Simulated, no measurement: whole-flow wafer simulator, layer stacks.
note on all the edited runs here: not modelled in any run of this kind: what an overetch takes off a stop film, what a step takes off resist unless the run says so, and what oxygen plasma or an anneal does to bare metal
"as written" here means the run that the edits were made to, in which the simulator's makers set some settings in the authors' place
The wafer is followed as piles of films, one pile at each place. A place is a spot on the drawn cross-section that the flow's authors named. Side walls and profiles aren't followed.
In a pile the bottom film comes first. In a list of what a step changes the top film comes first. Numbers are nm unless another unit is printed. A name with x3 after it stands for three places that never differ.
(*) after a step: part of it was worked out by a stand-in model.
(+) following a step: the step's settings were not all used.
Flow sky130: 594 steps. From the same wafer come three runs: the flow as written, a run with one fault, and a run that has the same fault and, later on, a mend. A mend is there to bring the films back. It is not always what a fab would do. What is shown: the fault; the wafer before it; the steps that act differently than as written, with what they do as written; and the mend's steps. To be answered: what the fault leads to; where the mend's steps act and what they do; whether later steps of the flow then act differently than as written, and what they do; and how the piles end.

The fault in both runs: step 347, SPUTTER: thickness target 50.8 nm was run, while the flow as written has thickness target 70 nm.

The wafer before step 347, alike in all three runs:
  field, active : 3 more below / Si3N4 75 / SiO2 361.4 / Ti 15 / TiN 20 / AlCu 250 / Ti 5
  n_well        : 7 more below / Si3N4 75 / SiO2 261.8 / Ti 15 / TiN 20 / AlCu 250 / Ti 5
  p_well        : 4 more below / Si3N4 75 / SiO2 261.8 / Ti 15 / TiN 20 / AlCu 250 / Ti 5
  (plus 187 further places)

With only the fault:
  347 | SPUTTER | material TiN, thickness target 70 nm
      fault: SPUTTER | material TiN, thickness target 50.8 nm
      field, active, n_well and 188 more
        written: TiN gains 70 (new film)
        fault: TiN gains 50.8 (new film)
  Steps further on in the flow that do not act as written (15 other steps are not shown; they differ only slightly, by no more than 2% or 0.5 nm, whichever is larger):
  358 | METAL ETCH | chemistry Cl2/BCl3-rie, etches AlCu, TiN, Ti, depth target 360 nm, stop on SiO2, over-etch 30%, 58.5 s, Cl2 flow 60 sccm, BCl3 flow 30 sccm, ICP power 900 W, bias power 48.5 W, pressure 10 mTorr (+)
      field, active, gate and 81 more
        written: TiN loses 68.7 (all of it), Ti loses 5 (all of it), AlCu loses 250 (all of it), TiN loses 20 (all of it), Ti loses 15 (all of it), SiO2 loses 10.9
        fault: TiN loses 49.5 (all of it), Ti loses 5 (all of it), AlCu loses 250 (all of it), TiN loses 20 (all of it), Ti loses 15 (all of it), SiO2 loses 12.9
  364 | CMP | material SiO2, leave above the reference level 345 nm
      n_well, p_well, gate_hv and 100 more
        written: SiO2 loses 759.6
        fault: SiO2 loses 740.4
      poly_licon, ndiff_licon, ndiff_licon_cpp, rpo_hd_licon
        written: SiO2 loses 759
        fault: SiO2 loses 739.8
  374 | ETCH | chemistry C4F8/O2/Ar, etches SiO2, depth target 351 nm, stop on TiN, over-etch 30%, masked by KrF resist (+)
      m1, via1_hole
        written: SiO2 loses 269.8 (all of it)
        fault: SiO2 loses 289 (all of it)
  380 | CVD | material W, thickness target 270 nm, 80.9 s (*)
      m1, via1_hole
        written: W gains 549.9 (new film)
        fault: W gains 569.4 (new film)
  At n_well, p_well, gate_hv and 104 more, the piles at the end differ from the flow's by more than 2% or 0.5 nm, whichever is larger.
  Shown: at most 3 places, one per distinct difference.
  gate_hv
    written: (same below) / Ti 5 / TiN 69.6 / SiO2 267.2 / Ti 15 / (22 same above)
    fault: (same below) / Ti 5 / TiN 50.4 / SiO2 286.4 / Ti 15 / (22 same above)
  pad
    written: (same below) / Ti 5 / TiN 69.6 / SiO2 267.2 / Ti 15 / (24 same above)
    fault: (same below) / Ti 5 / TiN 50.4 / SiO2 286.4 / Ti 15 / (24 same above)
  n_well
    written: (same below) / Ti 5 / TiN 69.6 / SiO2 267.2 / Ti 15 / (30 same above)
    fault: (same below) / Ti 5 / TiN 50.4 / SiO2 286.4 / Ti 15 / (30 same above)

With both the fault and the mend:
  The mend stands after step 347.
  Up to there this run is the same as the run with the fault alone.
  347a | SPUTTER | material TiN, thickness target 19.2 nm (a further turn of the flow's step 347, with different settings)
      field, active, n_well and 188 more
        TiN gains 19.2
  Every later step of the flow that is run acts as written, at every place that is followed, to within 2% or 0.5 nm, whichever is larger.
  At every place that both follow, the piles at the end match the flow's.
